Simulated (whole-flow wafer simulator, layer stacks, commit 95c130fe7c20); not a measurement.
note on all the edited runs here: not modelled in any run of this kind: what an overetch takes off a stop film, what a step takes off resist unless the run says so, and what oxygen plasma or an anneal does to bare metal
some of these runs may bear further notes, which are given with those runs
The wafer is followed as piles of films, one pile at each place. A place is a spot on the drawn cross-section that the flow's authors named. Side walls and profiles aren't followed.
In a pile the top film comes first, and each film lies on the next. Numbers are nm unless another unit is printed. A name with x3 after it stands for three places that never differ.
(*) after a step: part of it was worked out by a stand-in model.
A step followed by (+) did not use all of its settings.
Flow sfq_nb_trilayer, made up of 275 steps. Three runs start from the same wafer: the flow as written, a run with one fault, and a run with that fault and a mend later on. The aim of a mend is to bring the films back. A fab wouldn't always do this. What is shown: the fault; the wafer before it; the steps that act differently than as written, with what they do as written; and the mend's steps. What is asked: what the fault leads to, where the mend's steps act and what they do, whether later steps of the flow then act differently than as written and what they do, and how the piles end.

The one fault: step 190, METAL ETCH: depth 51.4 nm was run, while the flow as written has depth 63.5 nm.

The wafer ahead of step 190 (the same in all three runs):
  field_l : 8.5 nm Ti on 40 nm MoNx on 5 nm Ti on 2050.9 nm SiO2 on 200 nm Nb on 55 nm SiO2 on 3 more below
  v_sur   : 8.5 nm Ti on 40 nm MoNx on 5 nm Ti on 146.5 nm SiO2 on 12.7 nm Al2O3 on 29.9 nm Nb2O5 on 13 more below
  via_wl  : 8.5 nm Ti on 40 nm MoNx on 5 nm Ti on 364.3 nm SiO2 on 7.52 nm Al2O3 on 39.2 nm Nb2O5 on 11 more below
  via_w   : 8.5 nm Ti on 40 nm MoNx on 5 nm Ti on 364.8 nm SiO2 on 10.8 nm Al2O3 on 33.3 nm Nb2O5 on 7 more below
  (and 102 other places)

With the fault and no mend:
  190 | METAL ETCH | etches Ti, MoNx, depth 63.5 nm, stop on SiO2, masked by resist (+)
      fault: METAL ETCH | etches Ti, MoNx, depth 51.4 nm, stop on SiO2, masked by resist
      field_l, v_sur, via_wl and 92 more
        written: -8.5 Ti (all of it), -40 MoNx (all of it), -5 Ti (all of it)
        fault: -8.5 Ti (all of it), -40 MoNx (all of it), -2.9 Ti
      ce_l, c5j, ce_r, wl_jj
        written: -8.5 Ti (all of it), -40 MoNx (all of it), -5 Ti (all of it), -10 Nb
        fault: -8.5 Ti (all of it), -40 MoNx (all of it), -2.9 Ti
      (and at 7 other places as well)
  Later steps of the flow acting differently than as written (not shown: 13 more steps that differ only slightly, by at most 2% or 0.5 nm, whichever is larger):
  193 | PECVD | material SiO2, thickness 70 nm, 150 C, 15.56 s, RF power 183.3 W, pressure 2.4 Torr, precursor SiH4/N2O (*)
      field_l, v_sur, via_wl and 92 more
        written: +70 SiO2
        fault: +70 SiO2 (new film)
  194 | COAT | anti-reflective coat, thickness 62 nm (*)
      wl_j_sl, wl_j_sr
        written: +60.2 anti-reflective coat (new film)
        fault: +62 anti-reflective coat (new film)
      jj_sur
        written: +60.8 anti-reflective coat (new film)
        fault: +62.7 anti-reflective coat (new film)
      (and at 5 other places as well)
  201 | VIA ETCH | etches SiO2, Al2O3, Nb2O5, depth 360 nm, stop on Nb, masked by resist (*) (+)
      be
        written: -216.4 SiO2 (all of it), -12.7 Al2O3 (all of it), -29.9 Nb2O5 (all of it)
        fault: -69.8 SiO2 (all of it), -2.1 Ti (all of it), -146.5 SiO2 (all of it), -12.7 Al2O3 (all of it), -29.9 Nb2O5 (all of it)
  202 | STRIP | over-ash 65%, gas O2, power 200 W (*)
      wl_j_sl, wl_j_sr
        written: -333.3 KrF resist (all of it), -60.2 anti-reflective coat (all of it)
        fault: -333.1 KrF resist (all of it), -62 anti-reflective coat (all of it)
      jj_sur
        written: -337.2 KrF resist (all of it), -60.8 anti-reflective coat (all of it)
        fault: -336.7 KrF resist (all of it), -62.7 anti-reflective coat (all of it)
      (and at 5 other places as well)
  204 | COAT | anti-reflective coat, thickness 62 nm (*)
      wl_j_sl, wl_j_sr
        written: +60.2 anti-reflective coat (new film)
        fault: +62 anti-reflective coat (new film)
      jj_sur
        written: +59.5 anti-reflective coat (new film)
        fault: +61.3 anti-reflective coat (new film)
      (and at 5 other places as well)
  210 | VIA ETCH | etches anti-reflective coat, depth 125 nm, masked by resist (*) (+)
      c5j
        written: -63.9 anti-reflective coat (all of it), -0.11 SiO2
        fault: -61.3 anti-reflective coat (all of it), -0.12 SiO2
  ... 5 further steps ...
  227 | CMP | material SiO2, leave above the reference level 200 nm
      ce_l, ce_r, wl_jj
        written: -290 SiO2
        fault: -300 SiO2
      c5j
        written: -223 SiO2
        fault: -233 SiO2
  The piles end different from the flow's at field_l, v_sur, via_wl and 95 more by more than 2% or 0.5 nm, whichever is larger.
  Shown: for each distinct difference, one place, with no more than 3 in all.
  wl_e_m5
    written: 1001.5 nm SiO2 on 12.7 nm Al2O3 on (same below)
    fault: 855 nm SiO2 on 2.1 nm Ti on 146.5 nm SiO2 on 12.7 nm Al2O3 on (same below)
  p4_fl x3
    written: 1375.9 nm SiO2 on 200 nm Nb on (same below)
    fault: 855 nm SiO2 on 2.1 nm Ti on 520.9 nm SiO2 on 200 nm Nb on (same below)
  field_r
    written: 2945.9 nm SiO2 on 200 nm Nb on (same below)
    fault: 855 nm SiO2 on 2.1 nm Ti on 2090.9 nm SiO2 on 200 nm Nb on (same below)

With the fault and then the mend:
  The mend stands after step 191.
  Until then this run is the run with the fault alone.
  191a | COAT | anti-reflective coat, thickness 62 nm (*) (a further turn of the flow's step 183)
      p4_fl x3, p4_w1 x9, p4_g1 x2 and 57 more
        +62 anti-reflective coat (new film)
      via_wr, via_sp, via_v, wire, ln_m6, lsp_r, l0_sur, l0v
        +62.3 anti-reflective coat (new film)
      field_l, v_sur, via_wl, via_w
        +62.2 anti-reflective coat (new film)
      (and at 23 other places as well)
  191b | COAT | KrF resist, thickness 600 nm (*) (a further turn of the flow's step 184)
      p4_fl x3, p4_w1 x9, p4_g1 x2 and 57 more
        +600 KrF resist (new film)
      field_l, v_sur, via_wl, via_w
        +600.6 KrF resist (new film)
      via_wr, via_sp, l0v
        +600.7 KrF resist (new film)
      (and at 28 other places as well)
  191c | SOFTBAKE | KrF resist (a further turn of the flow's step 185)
      alters no film at any place that is followed
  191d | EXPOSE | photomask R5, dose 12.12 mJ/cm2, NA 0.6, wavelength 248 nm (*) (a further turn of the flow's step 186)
      alters no film at any place that is followed
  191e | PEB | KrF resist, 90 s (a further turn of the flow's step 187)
      field_l, v_sur, via_wl and 73 more
        -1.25 KrF resist
      via_sp, via_v, wire and 15 more
        -1.26 KrF resist
      c5j, ce_r, moat, field_r
        -1.27 KrF resist
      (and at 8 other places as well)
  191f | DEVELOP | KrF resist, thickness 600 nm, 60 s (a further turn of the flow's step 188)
      p4_fl x3, p4_w1 x9, p4_g1 x2 and 57 more
        -598.7 KrF resist (all of it)
      be_r, r_sur, res, r_end, r5r_line_l, r5r_line_c, r5r_line_r
        -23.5 KrF resist
      via_wl, via_w, via_wr
        -599.4 KrF resist (all of it)
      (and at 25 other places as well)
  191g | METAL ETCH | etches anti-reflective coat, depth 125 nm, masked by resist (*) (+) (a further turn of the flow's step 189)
      p4_fl x3, p4_w1 x9, p4_g1 x2 and 57 more
        -62 anti-reflective coat (all of it)
      via_wr, via_sp, via_v, wire, ln_m6, lsp_r, l0_sur, l0v
        -62.3 anti-reflective coat (all of it)
      be_r, r_sur, res, r_end, r5r_line_l, r5r_line_c, r5r_line_r
        -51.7 KrF resist
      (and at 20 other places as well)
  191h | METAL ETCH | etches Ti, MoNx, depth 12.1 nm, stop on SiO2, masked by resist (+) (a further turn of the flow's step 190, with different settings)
      field_l, v_sur, via_wl and 92 more
        -2.1 Ti (all of it)
      be_r, r_sur, res, r_end, r5r_line_l, r5r_line_c, r5r_line_r
        -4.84 KrF resist
      ce_l, c5j, ce_r, wl_jj
        -2.1 Ti (all of it), -10 Nb
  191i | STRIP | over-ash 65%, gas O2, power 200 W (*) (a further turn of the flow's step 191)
      r5r_line_l, r5r_line_c, r5r_line_r
        -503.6 KrF resist (all of it), -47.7 anti-reflective coat (all of it)
      be_r
        -497.3 KrF resist (all of it), -53.5 anti-reflective coat (all of it)
      r_sur
        -497.4 KrF resist (all of it), -57.4 anti-reflective coat (all of it)
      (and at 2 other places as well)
  Every later step of the flow that is run acts as written at every place that is followed.
  By the end, the piles equal the flow's at every place that both follow.
